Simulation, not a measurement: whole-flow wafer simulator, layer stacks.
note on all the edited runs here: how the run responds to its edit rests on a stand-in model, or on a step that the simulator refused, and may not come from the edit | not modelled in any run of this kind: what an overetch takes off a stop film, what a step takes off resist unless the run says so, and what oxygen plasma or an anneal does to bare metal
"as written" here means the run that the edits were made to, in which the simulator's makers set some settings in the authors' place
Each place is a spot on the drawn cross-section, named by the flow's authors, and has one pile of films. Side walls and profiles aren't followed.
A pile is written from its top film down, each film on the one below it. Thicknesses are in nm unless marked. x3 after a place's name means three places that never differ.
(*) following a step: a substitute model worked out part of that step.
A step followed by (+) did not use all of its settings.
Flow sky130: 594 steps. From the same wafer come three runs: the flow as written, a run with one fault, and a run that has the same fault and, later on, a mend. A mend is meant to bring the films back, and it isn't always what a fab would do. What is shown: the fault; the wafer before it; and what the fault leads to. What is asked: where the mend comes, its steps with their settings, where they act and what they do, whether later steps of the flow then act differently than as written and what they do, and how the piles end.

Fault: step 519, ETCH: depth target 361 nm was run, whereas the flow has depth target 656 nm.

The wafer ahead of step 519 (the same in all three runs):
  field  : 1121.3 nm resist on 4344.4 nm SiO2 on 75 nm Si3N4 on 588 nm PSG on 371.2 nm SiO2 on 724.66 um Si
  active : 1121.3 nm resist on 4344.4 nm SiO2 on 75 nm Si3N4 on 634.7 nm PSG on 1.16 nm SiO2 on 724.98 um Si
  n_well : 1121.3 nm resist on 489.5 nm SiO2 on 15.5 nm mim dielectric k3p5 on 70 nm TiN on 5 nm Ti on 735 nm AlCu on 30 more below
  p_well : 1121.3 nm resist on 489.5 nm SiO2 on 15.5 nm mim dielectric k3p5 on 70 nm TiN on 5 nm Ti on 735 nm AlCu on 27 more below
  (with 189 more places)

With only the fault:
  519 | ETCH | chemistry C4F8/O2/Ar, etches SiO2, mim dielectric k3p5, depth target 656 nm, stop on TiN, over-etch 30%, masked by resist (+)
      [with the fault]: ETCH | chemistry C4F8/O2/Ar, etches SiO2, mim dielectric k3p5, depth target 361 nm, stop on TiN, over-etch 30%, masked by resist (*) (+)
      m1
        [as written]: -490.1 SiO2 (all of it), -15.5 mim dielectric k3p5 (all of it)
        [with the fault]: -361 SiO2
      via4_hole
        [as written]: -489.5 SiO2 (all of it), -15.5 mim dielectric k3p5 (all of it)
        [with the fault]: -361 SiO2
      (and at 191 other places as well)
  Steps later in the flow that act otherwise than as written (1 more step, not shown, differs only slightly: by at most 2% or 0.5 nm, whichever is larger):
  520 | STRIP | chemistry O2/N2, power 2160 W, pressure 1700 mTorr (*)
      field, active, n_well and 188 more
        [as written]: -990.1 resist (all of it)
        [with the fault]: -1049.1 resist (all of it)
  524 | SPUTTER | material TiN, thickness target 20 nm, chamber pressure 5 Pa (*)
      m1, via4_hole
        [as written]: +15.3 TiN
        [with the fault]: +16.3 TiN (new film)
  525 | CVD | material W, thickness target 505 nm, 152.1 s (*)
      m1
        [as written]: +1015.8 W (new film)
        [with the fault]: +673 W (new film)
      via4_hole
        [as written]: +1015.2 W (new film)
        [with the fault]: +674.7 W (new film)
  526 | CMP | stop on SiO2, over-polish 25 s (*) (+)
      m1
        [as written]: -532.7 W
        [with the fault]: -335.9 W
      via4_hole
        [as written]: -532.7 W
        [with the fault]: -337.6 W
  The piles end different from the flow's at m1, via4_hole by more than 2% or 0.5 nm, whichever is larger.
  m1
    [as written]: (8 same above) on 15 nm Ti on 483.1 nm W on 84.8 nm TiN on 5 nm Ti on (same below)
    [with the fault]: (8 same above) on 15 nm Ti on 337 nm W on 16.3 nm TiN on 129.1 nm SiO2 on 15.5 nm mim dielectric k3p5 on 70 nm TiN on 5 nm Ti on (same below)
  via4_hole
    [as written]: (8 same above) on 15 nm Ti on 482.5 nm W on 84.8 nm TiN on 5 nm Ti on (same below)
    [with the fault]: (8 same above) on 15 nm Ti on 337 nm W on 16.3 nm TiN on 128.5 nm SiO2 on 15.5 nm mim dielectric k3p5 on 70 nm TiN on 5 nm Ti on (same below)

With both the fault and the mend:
  After step 519 comes the mend.
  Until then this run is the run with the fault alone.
  519a | ETCH | chemistry C4F8/O2/Ar, etches SiO2, mim dielectric k3p5, depth target 295 nm, stop on TiN, over-etch 30%, masked by resist (+) (the flow's step 519, run once more with other settings)
      field, active, n_well and 188 more
        -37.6 resist
      m1
        -129.1 SiO2 (all of it), -15.5 mim dielectric k3p5 (all of it)
      via4_hole
        -128.5 SiO2 (all of it), -15.5 mim dielectric k3p5 (all of it)
  Steps later in the flow that act otherwise than as written:
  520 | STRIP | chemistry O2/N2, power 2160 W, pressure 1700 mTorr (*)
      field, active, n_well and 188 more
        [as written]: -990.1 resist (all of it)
        [with the mend]: -1011.5 resist (all of it)
  The piles end the same as the flow's at every place that both follow.
